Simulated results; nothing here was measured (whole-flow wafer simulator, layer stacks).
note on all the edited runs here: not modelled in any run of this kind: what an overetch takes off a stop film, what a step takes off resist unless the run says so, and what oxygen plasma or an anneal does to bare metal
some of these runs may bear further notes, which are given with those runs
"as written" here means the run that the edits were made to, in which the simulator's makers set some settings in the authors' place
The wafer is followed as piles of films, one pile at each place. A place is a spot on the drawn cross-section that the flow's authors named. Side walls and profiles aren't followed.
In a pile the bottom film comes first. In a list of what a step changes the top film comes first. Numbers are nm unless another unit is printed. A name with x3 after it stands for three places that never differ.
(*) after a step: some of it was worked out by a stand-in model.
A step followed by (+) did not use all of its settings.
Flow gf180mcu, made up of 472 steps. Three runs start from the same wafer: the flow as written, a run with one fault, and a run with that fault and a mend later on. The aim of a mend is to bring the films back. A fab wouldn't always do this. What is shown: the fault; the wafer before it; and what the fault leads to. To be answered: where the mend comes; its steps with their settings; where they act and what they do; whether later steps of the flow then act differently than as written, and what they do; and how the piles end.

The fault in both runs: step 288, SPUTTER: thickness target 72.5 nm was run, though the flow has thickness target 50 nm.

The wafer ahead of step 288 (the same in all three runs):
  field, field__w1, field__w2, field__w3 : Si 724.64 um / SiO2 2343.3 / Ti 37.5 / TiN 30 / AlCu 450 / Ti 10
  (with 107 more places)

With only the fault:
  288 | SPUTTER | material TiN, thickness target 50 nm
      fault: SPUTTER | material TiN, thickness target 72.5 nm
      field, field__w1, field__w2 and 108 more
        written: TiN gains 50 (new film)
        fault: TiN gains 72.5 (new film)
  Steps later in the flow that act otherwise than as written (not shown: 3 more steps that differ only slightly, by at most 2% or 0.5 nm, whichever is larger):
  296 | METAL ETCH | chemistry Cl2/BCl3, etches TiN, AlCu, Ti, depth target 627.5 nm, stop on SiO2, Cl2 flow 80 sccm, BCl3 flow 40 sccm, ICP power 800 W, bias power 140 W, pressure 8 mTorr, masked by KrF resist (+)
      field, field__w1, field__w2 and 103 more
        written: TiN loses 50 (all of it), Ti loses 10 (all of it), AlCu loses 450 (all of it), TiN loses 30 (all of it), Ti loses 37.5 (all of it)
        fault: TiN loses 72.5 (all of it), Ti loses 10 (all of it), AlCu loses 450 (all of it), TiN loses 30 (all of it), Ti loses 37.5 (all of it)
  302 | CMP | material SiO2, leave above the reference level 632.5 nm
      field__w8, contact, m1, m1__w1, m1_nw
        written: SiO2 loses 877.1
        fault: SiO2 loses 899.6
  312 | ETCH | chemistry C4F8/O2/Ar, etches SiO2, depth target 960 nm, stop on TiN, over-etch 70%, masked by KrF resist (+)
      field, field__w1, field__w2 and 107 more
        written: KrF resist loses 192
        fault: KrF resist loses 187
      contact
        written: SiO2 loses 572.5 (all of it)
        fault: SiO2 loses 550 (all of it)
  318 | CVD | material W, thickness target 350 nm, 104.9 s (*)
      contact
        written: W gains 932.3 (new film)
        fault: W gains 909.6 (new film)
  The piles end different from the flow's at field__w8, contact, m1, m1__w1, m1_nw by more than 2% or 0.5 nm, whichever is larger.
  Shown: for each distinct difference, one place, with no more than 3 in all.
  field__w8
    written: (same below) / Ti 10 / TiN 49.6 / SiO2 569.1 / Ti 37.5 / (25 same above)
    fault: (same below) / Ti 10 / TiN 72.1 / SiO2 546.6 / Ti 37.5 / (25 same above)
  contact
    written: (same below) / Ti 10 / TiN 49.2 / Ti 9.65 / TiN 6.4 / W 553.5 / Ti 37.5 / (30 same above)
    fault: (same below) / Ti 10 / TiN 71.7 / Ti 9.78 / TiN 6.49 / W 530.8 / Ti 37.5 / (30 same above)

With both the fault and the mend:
  The mend follows step 295.
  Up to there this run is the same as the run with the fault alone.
  295a | STRIP | chemistry O2/N2, power 2160 W, pressure 1700 mTorr (*)
      field__w8, contact, m1, m1__w1, m1_nw
        KrF resist loses 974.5 (all of it)
  295b | METAL ETCH | chemistry Cl2/BCl3, etches TiN, AlCu, Ti, depth target 22.5 nm, Cl2 flow 80 sccm, BCl3 flow 40 sccm, ICP power 800 W, bias power 140 W, pressure 8 mTorr (the flow's step 260 again, with other settings)
      field, field__w1, field__w2 and 108 more
        TiN loses 22.5
  295c | HMDS | 120 C, 60 s (the flow's step 290 again)
      leaves every film unchanged at each place that is followed
  295d | COAT | KrF resist, thickness 1000 nm (the flow's step 291 again)
      field, field__w1, field__w2 and 108 more
        KrF resist gains 1000 (new film)
  295e | SOFTBAKE | KrF resist (the flow's step 292 again)
      leaves every film unchanged at each place that is followed
  295f | EXPOSE | photomask Metal2 (the flow's step 293 again)
      leaves every film unchanged at each place that is followed
  295g | PEB | KrF resist, 135 C, 90 s (the flow's step 294 again)
      field, field__w1, field__w2 and 108 more
        KrF resist loses 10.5
  295h | DEVELOP | thickness 1000 nm, 60 s (the flow's step 295 again)
      field, field__w1, field__w2 and 103 more
        KrF resist loses 989.5 (all of it)
      field__w8, contact, m1, m1__w1, m1_nw
        KrF resist loses 14.9
  None of the later steps of the flow acts differently than as written at any place that is followed.
  By the end, the piles equal the flow's at every place that both follow.
